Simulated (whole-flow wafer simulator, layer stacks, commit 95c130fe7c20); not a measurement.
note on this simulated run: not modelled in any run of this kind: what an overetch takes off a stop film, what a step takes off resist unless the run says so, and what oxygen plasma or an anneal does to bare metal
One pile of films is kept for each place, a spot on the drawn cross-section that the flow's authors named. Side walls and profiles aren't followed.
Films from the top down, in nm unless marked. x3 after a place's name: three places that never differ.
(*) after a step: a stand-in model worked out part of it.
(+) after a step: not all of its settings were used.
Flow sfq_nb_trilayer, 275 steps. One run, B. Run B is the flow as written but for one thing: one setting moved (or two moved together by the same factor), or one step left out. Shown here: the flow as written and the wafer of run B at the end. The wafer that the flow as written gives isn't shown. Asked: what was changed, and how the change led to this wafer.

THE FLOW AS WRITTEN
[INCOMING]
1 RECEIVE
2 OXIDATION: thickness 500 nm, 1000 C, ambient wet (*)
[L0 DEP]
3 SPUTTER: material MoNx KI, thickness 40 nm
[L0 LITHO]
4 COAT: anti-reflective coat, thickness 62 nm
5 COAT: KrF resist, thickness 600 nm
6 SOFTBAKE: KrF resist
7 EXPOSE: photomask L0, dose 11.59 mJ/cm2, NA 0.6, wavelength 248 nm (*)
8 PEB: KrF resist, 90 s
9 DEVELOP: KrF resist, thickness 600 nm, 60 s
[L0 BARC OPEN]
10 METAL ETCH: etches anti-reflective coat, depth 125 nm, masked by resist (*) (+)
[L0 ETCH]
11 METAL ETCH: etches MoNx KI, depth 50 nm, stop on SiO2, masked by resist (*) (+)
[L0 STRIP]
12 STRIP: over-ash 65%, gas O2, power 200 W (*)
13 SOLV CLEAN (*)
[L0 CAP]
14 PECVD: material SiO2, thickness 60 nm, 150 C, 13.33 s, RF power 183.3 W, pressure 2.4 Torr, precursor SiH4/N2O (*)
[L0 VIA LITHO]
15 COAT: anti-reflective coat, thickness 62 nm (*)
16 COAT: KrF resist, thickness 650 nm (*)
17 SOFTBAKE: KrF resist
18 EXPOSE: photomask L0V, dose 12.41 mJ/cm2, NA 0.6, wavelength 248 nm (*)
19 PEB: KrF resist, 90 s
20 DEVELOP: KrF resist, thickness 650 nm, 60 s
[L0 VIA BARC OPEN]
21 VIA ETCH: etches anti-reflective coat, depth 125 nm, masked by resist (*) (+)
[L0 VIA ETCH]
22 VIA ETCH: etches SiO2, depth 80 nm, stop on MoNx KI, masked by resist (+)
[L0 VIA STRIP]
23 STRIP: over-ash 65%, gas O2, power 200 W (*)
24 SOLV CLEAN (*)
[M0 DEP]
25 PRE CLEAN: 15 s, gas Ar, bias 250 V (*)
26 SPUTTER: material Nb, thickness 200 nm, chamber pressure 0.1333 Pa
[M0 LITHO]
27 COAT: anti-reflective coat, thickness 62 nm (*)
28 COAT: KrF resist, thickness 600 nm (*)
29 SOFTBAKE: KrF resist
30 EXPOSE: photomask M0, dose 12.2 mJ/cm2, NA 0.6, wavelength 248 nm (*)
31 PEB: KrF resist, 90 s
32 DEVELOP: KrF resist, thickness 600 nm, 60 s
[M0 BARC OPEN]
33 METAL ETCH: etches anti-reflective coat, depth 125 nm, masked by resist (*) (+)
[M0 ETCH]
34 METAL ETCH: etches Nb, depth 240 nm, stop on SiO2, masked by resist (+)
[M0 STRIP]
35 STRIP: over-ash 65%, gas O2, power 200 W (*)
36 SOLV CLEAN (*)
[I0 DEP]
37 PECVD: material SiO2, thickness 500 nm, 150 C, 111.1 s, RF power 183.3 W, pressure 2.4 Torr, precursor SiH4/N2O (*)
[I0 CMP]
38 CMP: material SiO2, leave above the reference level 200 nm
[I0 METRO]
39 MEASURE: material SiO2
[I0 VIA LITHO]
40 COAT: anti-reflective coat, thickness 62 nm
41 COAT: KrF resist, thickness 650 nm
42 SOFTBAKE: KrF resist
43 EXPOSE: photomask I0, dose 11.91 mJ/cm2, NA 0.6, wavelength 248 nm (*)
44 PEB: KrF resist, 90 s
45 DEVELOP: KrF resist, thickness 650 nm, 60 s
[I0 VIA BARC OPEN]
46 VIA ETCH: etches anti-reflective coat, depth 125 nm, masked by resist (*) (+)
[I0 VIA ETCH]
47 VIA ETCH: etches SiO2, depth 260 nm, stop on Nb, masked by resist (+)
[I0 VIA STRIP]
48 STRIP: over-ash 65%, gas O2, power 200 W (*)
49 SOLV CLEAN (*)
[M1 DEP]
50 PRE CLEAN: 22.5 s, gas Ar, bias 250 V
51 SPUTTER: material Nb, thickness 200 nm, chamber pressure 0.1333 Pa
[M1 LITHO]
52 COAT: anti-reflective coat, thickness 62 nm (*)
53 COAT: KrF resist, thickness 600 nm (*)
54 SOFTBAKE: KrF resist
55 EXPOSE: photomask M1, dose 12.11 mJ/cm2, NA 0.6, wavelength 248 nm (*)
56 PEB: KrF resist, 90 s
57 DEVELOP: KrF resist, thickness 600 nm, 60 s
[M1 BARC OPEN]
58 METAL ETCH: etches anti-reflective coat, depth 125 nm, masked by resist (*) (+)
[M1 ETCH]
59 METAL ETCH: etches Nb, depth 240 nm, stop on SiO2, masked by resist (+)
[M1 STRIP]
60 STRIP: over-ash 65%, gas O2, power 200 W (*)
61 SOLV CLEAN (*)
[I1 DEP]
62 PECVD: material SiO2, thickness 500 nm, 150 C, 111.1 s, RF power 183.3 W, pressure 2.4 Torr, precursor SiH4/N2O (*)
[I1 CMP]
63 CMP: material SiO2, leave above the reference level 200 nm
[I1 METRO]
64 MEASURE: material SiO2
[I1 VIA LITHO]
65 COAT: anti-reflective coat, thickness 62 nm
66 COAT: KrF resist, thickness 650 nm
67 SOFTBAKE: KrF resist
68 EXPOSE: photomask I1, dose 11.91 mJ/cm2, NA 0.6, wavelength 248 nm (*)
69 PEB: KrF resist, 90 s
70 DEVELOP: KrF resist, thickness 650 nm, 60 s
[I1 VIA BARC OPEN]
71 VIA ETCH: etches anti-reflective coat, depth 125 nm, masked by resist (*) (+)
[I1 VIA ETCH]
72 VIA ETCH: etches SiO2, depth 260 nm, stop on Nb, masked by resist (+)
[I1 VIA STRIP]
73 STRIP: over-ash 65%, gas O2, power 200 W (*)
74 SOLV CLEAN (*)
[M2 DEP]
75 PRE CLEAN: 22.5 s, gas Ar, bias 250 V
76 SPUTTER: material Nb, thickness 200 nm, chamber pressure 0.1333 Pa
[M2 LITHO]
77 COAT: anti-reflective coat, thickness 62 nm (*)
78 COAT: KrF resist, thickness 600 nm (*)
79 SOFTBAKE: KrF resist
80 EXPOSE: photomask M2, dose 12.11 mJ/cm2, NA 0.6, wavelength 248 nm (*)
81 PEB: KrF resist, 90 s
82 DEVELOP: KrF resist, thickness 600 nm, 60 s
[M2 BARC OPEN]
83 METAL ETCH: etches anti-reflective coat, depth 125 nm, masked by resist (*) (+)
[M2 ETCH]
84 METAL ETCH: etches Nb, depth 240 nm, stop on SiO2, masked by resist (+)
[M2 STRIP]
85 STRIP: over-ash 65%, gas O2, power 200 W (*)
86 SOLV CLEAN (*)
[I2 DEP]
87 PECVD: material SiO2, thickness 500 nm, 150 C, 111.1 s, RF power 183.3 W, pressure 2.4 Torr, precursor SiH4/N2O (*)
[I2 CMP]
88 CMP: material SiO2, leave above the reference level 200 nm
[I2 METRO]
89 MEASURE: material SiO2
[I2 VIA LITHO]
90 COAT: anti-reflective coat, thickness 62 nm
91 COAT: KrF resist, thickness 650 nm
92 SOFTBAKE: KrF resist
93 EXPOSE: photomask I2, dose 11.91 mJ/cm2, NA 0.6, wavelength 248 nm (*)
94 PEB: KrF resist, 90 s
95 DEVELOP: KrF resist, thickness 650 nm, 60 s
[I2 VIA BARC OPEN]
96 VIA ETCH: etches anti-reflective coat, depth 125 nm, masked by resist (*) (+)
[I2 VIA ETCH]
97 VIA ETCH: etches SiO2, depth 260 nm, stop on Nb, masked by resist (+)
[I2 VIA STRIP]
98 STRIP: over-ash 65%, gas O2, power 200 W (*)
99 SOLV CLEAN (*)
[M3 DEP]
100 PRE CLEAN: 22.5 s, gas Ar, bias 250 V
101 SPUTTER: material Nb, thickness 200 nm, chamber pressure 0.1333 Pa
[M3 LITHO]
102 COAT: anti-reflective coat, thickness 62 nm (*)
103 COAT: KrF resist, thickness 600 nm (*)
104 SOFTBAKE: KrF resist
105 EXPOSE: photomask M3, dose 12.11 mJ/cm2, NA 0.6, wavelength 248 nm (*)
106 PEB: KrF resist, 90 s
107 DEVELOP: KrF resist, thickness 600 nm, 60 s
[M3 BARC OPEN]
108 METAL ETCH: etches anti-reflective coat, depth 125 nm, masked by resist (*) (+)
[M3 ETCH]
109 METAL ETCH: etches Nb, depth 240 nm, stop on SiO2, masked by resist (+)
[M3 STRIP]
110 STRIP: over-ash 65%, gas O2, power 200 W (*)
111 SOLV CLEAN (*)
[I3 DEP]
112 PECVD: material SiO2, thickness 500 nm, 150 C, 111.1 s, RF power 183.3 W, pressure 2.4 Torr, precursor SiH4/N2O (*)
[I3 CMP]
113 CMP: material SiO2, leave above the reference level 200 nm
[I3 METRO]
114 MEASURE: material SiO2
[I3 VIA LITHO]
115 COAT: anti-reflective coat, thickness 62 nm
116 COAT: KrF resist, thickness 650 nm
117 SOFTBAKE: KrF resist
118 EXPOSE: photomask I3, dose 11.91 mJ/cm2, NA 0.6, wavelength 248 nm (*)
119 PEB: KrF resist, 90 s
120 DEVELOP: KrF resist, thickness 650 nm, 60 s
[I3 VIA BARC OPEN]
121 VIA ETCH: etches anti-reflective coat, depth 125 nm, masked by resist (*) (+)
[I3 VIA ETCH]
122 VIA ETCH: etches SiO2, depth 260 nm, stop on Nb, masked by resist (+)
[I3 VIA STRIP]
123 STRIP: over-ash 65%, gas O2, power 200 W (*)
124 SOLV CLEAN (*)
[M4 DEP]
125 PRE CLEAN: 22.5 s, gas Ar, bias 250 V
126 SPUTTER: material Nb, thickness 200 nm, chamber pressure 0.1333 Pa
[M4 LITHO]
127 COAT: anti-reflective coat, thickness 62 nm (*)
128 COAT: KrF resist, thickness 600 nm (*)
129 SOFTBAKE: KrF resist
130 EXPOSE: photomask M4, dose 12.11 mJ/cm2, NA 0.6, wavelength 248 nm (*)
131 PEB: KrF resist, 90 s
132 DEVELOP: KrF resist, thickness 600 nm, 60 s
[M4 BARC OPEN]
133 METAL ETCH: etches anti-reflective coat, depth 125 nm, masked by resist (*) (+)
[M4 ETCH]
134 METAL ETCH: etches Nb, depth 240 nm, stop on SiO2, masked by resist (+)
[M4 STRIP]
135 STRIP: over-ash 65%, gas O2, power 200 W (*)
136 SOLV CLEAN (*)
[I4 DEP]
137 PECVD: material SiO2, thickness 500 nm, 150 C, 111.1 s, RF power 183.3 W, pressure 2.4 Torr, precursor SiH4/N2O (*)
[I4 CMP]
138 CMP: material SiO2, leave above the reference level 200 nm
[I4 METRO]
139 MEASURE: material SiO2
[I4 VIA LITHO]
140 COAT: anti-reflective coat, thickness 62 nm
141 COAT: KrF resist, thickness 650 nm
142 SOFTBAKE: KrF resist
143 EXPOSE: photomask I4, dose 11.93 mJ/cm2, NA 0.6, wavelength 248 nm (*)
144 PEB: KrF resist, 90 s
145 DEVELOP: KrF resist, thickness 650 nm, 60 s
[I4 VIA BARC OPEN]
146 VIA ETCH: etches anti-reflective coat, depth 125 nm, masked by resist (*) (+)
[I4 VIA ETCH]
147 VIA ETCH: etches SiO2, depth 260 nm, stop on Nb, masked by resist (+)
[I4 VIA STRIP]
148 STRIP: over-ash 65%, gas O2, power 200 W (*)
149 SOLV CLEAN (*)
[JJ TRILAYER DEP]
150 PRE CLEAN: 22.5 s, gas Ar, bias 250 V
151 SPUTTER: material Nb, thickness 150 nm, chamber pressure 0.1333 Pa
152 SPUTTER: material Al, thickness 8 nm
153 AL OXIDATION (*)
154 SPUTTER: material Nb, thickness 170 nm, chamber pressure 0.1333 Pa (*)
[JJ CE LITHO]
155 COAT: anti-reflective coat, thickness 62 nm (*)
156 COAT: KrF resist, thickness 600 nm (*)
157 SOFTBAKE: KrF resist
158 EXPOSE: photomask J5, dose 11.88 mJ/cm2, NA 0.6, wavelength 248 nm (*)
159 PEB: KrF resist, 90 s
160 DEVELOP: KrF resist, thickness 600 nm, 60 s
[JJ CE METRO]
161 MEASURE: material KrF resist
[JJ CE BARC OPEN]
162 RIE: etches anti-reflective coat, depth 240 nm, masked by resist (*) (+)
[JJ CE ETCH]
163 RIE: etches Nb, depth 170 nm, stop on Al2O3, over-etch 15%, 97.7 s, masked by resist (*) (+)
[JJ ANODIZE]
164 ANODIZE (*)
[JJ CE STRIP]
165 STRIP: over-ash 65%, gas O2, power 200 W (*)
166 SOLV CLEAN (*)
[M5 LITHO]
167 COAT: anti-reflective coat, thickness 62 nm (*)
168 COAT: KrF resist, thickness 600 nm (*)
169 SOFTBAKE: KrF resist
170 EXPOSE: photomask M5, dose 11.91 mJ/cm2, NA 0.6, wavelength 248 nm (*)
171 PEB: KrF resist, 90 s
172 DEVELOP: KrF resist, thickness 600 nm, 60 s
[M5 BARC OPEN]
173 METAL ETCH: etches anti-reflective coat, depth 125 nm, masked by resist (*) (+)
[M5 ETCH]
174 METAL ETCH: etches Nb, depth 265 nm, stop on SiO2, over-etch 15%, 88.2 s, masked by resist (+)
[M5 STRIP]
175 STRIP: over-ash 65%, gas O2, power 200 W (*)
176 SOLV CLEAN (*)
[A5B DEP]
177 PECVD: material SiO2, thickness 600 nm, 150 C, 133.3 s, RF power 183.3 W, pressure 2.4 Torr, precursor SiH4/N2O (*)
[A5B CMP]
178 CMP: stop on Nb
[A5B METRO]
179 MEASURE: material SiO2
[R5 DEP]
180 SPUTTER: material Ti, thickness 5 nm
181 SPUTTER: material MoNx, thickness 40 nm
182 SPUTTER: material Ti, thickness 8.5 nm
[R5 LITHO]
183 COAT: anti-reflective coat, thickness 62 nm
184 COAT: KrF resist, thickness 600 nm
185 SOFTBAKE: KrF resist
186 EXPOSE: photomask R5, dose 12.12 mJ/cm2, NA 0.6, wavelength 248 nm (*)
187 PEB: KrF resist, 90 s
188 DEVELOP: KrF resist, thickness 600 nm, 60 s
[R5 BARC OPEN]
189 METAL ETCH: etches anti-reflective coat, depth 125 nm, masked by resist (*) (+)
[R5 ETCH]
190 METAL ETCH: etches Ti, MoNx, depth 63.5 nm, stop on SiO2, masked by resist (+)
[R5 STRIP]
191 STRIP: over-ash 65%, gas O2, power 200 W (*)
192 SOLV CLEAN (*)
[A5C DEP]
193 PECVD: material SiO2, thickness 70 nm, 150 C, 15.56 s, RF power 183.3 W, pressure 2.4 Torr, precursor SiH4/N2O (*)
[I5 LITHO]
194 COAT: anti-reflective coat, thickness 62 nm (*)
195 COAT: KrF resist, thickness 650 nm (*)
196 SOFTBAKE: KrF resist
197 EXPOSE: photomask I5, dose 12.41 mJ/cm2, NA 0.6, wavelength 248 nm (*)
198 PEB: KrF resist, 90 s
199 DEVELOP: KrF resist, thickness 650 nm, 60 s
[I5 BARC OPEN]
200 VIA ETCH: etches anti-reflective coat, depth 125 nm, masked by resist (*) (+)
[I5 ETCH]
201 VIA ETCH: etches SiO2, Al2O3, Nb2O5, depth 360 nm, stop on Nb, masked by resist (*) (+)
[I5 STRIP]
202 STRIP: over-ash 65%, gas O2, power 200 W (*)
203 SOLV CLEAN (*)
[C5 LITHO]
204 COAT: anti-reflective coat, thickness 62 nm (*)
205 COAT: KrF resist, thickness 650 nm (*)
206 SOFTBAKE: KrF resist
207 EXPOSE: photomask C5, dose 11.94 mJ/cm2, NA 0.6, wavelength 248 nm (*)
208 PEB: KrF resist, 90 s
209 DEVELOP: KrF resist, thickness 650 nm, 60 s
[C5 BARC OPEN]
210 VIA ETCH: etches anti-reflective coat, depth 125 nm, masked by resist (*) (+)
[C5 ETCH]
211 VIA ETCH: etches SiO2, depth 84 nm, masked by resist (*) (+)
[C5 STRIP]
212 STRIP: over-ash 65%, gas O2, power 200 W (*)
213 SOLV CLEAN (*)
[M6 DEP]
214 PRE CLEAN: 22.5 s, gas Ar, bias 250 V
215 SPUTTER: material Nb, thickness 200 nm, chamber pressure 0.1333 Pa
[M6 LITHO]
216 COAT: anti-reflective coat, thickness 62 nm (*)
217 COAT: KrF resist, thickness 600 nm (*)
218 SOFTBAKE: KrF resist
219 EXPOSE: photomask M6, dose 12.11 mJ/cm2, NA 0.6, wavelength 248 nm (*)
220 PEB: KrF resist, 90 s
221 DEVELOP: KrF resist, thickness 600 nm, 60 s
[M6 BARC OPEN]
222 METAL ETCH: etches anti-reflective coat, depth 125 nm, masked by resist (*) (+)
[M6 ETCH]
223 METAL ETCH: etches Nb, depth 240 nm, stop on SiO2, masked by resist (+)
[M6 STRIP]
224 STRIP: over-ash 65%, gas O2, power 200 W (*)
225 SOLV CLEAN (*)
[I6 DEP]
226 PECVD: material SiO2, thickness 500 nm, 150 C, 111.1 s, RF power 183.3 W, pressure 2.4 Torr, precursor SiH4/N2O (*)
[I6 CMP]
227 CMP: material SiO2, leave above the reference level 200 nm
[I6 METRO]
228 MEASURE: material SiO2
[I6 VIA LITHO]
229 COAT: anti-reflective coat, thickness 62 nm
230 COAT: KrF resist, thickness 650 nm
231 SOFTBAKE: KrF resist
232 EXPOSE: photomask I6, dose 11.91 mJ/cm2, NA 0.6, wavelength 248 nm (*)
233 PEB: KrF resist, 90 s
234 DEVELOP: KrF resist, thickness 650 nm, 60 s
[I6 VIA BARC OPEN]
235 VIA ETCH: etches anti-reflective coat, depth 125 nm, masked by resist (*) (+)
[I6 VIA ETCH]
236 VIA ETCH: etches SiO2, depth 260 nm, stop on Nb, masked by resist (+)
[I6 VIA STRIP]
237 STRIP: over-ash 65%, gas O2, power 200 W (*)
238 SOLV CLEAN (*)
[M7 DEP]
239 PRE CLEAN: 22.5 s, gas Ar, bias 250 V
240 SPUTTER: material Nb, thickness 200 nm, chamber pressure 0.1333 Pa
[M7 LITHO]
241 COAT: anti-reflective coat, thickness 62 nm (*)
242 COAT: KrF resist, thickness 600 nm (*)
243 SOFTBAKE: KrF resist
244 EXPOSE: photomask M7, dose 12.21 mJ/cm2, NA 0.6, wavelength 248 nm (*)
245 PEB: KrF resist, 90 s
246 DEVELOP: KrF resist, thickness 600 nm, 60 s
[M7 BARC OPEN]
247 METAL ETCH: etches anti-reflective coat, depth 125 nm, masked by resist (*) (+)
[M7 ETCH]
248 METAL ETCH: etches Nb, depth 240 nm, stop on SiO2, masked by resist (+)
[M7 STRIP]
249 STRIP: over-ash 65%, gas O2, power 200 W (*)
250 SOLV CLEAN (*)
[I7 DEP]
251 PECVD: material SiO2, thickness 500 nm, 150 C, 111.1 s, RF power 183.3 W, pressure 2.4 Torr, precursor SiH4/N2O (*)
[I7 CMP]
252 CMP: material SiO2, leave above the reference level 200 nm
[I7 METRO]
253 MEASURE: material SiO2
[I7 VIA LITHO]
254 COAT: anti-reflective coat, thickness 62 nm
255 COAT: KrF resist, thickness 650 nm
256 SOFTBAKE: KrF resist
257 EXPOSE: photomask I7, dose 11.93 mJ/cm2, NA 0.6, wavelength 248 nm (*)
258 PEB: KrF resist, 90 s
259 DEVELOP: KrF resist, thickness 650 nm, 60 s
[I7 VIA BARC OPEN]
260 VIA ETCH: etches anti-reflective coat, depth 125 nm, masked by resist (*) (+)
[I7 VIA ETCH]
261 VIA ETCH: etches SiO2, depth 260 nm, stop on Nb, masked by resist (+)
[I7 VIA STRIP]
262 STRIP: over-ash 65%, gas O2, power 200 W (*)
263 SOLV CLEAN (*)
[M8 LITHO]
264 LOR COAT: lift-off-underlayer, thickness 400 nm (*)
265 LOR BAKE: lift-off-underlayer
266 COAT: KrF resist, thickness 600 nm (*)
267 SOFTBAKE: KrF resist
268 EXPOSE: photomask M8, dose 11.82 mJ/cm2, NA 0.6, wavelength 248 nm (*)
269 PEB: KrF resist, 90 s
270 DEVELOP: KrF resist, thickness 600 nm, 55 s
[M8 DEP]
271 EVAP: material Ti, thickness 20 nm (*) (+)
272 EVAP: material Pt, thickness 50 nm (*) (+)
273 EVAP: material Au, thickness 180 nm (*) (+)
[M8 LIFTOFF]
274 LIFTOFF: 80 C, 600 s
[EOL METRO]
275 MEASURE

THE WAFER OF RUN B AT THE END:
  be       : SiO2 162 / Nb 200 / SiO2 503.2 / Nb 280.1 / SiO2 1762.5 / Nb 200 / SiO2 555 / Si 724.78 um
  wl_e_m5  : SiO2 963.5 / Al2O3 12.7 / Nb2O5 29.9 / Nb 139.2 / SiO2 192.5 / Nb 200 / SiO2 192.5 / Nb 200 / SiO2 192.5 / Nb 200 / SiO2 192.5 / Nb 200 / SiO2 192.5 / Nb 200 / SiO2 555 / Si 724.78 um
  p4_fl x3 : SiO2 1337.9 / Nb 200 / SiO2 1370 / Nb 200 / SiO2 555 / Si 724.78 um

The cause: step 252, CMP: leave above the reference level 162 nm was run, where the flow has leave above the reference level 200 nm.
It can be read off the wafer: be has SiO2 162, and step 252 as written asks for 200 nm.

How the change led to this, step by step:
  252 CMP: material SiO2, leave above the reference level 200 nm
      field_l, p4_fl x3, p4_w1 x9 and 46 more: SiO2 -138 (as written it would be: SiO2 -100)
      v_sur, via_wl, via_w and 37 more: SiO2 -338 (as written it would be: SiO2 -300)
      (and at 7 more places)
  261 VIA ETCH: etches SiO2, depth 260 nm, stop on Nb, masked by resist (+)
      field_l, v_sur, via_sp and 100 more: KrF resist -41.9 (as written it would be: KrF resist -44.8)
      via_wl, via_w, via_wr: SiO2 -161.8 (all of it) (as written it would be: SiO2 -199.8 (all of it))
  264 LOR COAT: lift-off-underlayer, thickness 400 nm (*)
      via_wl, via_wr: lift-off-underlayer +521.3 (new film) (as written it would be: lift-off-underlayer +549.8 (new film))
      via_w: lift-off-underlayer +510.5 (new film) (as written it would be: lift-off-underlayer +536.4 (new film))
  270 DEVELOP: KrF resist, thickness 600 nm, 55 s
      via_wl: KrF resist -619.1 (all of it), lift-off-underlayer -521.3 (all of it) (as written it would be: KrF resist -623.9 (all of it), lift-off-underlayer -549.8 (all of it))
      via_w: KrF resist -628.5 (all of it), lift-off-underlayer -510.5 (all of it) (as written it would be: KrF resist -635.4 (all of it), lift-off-underlayer -536.4 (all of it))
      (and at 1 more place)
